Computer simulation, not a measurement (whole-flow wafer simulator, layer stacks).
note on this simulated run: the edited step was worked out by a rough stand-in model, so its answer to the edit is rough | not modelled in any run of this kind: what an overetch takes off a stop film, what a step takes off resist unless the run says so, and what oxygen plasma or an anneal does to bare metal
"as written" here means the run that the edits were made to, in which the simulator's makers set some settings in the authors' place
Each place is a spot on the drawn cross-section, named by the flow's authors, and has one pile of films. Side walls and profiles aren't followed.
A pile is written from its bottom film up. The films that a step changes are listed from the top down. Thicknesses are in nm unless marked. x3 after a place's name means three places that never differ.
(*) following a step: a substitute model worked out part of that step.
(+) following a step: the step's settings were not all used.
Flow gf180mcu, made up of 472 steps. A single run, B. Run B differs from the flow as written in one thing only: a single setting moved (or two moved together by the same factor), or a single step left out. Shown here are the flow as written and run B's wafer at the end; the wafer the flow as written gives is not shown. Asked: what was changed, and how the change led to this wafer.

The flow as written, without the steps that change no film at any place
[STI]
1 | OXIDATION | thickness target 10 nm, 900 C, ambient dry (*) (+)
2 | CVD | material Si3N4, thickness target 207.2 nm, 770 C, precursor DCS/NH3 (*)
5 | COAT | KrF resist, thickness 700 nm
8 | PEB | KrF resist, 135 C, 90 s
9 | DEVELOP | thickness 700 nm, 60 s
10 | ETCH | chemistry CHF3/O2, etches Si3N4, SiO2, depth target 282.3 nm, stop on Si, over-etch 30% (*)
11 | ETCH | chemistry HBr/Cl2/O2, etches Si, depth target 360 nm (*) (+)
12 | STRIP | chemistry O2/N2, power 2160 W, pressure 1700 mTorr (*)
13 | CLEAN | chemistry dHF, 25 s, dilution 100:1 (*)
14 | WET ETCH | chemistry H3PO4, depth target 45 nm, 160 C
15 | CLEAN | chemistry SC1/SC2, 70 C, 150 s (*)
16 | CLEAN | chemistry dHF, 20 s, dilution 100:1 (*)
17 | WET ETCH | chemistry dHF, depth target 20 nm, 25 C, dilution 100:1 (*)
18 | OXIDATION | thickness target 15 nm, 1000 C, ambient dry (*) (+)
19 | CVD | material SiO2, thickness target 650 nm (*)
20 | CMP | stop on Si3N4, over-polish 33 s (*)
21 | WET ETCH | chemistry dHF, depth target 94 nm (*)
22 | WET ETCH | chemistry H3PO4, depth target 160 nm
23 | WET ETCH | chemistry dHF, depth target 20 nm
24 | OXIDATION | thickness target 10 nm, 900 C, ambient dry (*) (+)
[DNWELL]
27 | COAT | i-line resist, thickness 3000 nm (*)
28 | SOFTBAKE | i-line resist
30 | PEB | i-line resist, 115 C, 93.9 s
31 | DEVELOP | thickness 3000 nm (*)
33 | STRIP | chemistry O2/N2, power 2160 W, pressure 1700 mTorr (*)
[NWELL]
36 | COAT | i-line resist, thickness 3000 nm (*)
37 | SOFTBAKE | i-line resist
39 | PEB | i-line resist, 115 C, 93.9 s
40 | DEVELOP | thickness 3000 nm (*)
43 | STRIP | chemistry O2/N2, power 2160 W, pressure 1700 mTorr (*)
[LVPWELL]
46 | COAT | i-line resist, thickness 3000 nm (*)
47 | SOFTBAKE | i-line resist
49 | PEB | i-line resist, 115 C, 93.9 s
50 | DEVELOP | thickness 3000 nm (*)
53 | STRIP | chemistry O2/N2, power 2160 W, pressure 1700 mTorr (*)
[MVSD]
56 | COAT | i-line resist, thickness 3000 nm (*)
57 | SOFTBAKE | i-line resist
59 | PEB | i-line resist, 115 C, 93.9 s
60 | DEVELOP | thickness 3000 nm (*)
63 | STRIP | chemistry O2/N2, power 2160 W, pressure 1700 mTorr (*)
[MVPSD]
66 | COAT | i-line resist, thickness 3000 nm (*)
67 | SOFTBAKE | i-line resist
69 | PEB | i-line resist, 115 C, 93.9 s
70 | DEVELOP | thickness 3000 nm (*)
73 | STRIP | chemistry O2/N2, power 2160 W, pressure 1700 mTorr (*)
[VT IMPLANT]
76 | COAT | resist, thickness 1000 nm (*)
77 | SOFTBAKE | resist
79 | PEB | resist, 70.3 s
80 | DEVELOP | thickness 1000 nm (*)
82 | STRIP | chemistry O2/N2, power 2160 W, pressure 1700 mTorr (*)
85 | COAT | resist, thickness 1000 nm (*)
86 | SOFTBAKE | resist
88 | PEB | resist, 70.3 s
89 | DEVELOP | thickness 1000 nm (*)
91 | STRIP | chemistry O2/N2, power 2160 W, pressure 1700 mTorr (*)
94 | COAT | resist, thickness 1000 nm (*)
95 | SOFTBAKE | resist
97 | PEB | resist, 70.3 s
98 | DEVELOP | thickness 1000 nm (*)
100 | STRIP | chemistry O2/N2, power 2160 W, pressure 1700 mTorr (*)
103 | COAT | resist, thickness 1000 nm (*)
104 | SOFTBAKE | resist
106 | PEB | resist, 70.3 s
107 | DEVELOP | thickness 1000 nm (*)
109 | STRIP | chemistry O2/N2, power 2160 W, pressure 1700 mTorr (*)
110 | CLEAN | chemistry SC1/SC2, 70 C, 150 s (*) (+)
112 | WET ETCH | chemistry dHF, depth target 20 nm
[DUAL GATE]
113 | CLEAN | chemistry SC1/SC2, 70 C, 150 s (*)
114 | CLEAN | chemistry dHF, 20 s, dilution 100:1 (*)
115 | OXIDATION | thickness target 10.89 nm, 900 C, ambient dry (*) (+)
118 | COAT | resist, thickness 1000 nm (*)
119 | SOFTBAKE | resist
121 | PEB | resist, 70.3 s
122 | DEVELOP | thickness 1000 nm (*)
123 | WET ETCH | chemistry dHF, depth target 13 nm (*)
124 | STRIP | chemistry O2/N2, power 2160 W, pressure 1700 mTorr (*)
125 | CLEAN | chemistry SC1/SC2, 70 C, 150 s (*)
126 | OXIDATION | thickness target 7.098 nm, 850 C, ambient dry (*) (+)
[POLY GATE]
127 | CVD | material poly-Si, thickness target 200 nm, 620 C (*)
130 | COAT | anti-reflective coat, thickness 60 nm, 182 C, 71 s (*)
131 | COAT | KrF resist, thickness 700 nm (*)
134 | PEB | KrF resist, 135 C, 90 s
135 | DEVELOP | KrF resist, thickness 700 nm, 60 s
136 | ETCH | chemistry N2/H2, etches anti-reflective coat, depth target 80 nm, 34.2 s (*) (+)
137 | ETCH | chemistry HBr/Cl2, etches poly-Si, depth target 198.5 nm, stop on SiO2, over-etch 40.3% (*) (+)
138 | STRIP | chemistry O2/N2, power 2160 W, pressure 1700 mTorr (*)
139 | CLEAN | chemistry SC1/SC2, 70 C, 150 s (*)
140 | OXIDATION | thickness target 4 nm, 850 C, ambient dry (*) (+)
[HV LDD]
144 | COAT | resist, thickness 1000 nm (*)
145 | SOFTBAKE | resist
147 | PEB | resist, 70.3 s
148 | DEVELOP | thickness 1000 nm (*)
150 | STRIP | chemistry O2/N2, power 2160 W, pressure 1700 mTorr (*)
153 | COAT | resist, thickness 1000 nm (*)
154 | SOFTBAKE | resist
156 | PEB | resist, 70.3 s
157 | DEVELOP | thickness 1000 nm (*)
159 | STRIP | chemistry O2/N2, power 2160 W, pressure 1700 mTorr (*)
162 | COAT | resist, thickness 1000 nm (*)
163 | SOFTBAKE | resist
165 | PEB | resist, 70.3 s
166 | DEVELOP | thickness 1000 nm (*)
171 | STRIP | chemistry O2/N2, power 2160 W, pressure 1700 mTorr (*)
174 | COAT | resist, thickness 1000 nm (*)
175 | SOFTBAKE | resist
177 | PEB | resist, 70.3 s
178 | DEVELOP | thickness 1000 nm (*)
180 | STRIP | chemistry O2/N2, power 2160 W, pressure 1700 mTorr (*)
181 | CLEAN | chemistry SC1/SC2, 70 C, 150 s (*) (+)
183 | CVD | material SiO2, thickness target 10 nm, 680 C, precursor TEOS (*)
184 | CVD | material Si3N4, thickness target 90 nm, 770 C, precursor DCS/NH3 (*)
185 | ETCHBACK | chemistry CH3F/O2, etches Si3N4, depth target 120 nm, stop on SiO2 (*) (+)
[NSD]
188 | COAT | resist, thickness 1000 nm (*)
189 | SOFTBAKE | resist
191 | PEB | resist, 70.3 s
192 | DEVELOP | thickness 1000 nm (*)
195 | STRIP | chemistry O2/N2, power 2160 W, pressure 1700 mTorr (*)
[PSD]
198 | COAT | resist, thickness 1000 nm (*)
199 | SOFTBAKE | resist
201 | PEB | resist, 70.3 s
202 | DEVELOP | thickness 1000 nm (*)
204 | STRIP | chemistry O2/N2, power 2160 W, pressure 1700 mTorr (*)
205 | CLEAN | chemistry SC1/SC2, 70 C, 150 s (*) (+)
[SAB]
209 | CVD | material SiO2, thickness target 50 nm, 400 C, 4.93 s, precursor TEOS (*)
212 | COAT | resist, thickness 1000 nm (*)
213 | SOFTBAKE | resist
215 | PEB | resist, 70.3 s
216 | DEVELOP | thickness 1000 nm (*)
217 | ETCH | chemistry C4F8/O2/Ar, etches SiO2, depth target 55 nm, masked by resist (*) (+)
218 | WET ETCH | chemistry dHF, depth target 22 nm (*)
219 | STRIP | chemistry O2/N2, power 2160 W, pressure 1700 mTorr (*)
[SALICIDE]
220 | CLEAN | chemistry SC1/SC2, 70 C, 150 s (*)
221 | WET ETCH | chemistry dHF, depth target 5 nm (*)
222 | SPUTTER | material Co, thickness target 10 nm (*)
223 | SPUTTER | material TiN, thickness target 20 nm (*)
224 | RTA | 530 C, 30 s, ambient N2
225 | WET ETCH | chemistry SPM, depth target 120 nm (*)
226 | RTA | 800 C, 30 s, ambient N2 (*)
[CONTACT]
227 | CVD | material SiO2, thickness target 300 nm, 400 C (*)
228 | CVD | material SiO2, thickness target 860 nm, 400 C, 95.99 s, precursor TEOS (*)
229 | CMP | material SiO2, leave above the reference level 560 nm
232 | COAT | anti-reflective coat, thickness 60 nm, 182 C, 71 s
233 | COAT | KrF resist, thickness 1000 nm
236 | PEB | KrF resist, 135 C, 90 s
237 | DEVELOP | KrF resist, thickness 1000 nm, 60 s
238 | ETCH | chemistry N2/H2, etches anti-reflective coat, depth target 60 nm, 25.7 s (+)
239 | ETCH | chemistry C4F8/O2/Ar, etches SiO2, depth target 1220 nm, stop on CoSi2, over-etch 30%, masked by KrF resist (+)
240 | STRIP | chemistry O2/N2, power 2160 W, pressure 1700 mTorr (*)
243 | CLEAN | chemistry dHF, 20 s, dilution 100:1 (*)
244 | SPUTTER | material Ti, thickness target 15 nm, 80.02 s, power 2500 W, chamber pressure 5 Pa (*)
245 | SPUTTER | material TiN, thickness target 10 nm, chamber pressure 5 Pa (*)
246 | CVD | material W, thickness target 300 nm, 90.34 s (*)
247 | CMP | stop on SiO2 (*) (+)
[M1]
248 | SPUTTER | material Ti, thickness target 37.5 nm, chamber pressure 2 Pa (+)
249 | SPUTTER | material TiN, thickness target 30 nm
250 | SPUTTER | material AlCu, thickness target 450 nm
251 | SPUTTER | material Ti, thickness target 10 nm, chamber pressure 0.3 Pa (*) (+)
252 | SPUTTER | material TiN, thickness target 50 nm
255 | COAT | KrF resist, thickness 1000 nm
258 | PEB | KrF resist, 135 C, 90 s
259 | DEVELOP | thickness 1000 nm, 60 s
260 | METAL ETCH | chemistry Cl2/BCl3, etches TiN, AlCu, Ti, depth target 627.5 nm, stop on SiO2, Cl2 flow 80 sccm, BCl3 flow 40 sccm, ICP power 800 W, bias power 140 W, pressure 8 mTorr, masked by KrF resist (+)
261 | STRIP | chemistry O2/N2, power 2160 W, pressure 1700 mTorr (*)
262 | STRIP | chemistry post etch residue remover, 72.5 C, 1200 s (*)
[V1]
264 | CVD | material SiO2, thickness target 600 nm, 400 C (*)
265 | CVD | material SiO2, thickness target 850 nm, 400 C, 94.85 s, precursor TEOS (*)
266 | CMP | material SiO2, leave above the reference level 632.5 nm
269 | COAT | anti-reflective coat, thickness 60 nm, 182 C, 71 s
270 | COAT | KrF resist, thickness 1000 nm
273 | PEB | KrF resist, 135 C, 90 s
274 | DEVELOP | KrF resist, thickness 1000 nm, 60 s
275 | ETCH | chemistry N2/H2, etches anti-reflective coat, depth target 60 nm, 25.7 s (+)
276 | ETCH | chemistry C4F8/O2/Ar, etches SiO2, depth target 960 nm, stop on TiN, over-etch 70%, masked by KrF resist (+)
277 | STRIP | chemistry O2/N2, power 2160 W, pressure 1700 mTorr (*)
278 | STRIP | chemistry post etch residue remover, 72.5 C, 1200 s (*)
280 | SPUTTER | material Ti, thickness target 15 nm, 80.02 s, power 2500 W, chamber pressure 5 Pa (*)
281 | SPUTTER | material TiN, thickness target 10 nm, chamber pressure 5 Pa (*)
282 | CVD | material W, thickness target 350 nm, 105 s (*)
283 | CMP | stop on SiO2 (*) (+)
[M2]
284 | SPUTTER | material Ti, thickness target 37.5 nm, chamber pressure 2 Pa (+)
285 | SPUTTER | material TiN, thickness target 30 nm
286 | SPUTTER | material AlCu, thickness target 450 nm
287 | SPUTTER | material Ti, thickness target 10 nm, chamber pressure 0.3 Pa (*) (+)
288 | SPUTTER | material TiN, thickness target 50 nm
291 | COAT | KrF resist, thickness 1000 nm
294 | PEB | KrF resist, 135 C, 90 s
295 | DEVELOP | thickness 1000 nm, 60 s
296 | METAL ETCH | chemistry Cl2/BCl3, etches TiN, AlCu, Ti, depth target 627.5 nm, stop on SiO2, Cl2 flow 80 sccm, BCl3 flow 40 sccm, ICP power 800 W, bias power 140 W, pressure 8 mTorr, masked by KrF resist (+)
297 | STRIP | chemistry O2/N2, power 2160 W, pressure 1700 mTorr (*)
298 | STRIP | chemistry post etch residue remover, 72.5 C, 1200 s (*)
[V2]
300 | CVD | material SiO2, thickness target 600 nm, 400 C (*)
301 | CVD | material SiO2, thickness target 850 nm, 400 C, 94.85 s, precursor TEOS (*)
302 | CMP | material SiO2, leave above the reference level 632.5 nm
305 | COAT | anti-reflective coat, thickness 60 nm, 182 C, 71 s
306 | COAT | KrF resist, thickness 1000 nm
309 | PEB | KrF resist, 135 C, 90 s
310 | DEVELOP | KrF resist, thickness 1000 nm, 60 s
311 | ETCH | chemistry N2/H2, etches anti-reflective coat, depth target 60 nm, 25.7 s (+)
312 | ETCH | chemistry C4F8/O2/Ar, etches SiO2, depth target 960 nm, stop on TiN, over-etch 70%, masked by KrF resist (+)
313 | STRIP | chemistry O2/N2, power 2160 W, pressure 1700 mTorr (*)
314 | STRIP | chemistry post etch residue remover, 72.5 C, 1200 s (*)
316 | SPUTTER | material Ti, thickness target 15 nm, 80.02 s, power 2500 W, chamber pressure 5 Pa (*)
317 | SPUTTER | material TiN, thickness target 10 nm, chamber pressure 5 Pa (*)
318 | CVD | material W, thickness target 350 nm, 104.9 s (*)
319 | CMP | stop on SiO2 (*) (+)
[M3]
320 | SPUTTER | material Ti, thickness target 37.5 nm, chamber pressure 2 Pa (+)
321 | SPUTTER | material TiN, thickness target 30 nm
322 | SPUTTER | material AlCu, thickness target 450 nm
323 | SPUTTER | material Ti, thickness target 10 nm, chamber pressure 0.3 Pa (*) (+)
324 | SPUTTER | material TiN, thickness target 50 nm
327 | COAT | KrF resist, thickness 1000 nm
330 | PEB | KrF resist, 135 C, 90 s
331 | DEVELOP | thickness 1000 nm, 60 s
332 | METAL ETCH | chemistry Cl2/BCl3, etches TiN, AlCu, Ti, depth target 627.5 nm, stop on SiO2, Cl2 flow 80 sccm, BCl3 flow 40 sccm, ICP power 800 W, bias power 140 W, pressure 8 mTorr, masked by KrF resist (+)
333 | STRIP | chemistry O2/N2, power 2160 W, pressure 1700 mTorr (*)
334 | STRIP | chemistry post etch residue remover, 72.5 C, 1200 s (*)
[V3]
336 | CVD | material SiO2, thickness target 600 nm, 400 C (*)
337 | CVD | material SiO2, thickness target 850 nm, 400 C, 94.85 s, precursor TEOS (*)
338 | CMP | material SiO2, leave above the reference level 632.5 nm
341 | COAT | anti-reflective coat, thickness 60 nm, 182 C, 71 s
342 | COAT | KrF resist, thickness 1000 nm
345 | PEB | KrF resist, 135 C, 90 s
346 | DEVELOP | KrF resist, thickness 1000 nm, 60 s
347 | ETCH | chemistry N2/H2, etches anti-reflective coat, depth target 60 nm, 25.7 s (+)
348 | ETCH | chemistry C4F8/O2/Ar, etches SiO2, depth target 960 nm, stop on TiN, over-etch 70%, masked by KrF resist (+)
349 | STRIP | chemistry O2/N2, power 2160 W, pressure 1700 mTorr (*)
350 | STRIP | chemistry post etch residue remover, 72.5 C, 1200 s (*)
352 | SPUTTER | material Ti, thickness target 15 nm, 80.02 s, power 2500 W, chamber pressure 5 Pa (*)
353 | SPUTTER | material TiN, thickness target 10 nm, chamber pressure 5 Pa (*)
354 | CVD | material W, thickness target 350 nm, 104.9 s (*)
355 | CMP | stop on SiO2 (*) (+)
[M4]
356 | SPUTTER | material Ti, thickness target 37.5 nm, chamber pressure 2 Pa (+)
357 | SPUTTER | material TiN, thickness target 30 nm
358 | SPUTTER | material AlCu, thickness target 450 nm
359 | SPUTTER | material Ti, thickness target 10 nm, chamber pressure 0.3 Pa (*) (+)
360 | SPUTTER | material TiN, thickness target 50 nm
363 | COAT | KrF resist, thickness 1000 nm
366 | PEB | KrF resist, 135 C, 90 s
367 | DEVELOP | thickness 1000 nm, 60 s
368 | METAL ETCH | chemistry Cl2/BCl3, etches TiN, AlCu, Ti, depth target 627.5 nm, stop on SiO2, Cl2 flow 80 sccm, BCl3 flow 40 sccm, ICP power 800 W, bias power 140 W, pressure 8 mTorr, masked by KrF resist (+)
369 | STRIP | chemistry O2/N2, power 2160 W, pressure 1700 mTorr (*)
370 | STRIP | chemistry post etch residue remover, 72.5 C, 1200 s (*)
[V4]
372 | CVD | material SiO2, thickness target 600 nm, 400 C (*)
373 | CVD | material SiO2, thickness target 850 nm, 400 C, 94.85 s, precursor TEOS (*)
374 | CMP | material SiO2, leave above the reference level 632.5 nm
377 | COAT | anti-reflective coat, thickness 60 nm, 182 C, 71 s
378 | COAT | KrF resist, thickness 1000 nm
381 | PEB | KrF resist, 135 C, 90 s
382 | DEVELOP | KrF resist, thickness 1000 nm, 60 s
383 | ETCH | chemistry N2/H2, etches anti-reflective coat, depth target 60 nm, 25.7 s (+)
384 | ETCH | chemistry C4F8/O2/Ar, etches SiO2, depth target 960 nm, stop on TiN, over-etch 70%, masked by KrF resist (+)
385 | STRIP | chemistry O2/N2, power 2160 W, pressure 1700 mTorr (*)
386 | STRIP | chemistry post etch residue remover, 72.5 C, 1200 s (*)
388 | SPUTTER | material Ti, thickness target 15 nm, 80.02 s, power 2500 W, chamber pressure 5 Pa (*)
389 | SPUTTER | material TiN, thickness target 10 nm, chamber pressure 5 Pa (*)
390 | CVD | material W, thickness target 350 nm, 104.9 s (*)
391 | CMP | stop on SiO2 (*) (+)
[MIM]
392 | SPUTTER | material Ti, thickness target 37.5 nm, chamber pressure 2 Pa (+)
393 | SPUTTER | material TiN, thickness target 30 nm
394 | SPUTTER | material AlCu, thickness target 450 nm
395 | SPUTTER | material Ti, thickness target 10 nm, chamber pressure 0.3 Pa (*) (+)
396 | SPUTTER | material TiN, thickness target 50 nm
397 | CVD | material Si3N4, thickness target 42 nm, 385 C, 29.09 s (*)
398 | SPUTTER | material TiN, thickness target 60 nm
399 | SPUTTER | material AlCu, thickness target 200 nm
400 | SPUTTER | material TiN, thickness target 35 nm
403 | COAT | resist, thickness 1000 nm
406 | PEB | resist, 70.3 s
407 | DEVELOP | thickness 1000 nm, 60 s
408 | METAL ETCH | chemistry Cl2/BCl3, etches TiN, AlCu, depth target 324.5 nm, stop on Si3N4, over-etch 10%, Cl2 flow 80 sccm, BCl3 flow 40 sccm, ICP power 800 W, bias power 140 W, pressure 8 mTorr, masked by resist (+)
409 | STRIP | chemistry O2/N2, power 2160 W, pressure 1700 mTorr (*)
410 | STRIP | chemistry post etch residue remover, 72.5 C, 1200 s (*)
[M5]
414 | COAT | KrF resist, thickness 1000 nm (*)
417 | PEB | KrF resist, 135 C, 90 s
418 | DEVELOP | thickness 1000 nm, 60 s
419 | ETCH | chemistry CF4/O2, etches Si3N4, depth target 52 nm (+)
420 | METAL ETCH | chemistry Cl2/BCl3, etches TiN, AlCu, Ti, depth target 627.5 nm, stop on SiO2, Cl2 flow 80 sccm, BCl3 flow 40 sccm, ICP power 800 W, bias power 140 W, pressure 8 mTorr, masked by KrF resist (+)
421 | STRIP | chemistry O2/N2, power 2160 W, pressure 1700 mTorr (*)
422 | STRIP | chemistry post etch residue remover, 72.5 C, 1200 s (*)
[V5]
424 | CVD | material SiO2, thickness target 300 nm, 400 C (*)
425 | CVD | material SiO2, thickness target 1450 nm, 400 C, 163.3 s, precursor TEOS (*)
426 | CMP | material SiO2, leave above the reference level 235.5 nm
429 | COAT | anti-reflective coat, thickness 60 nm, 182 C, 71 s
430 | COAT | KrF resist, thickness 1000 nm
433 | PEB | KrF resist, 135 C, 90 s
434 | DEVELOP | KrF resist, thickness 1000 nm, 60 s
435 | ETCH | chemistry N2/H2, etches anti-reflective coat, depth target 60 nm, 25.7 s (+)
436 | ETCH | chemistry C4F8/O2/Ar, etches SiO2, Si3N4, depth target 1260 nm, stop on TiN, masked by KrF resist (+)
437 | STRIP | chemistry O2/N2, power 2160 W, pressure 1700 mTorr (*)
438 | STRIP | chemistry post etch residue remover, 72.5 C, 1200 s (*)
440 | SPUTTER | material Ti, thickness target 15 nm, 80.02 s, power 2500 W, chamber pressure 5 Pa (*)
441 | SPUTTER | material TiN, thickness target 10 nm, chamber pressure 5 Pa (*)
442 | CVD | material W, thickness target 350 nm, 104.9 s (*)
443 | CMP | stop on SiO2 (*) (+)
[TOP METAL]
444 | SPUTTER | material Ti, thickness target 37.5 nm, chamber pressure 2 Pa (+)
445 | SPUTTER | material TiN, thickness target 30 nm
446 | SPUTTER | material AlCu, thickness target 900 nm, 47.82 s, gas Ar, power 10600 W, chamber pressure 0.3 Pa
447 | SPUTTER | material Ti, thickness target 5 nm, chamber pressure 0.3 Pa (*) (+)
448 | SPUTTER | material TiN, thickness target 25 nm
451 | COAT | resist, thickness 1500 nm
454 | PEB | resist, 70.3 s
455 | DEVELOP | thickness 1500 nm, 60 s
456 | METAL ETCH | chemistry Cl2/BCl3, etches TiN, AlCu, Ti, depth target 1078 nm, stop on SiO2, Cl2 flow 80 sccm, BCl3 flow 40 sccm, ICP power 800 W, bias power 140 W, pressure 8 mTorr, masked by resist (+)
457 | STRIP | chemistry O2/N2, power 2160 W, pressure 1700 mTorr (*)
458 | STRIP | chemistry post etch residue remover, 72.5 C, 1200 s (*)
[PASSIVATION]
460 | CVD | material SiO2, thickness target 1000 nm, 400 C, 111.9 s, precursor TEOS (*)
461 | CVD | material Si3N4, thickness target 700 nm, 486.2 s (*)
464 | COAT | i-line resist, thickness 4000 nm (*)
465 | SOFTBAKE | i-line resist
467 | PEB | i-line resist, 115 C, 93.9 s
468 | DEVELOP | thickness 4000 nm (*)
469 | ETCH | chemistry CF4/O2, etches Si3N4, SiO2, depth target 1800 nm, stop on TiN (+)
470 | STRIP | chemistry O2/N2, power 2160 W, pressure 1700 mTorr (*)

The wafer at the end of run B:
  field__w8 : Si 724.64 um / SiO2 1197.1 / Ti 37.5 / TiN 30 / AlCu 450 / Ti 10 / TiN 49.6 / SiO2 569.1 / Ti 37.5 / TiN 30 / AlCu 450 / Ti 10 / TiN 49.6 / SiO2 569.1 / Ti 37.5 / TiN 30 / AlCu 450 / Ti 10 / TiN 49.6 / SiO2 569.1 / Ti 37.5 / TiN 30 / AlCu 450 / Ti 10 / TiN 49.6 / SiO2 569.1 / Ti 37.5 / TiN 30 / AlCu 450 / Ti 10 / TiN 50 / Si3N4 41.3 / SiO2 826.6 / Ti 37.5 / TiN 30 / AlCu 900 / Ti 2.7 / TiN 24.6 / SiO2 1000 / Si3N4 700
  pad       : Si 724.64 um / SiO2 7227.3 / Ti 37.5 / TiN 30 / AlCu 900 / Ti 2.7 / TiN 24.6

The reason: step 447, SPUTTER: thickness target 2.7 nm was run, while the flow as written has thickness target 5 nm.
The wafer lets one read it off: field__w8 has Ti 2.7, and step 447 as written asks for 5 nm.

How this came from the change, step by step:
  447 | SPUTTER | material Ti, thickness target 5 nm, chamber pressure 0.3 Pa (*) (+)
      field, field__w1, field__w2 and 109 more: Ti gains 2.7 (new film) (in the flow as written it would be: Ti gains 5 (new film))
  456 | METAL ETCH | chemistry Cl2/BCl3, etches TiN, AlCu, Ti, depth target 1078 nm, stop on SiO2, Cl2 flow 80 sccm, BCl3 flow 40 sccm, ICP power 800 W, bias power 140 W, pressure 8 mTorr, masked by resist (+)
      field, field__w1, field__w2 and 103 more: TiN loses 25 (all of it), Ti loses 2.7 (all of it), AlCu loses 900 (all of it), TiN loses 30 (all of it), Ti loses 37.5 (all of it) (in the flow as written it would be: TiN loses 25 (all of it), Ti loses 5 (all of it), AlCu loses 900 (all of it), TiN loses 30 (all of it), Ti loses 37.5 (all of it))
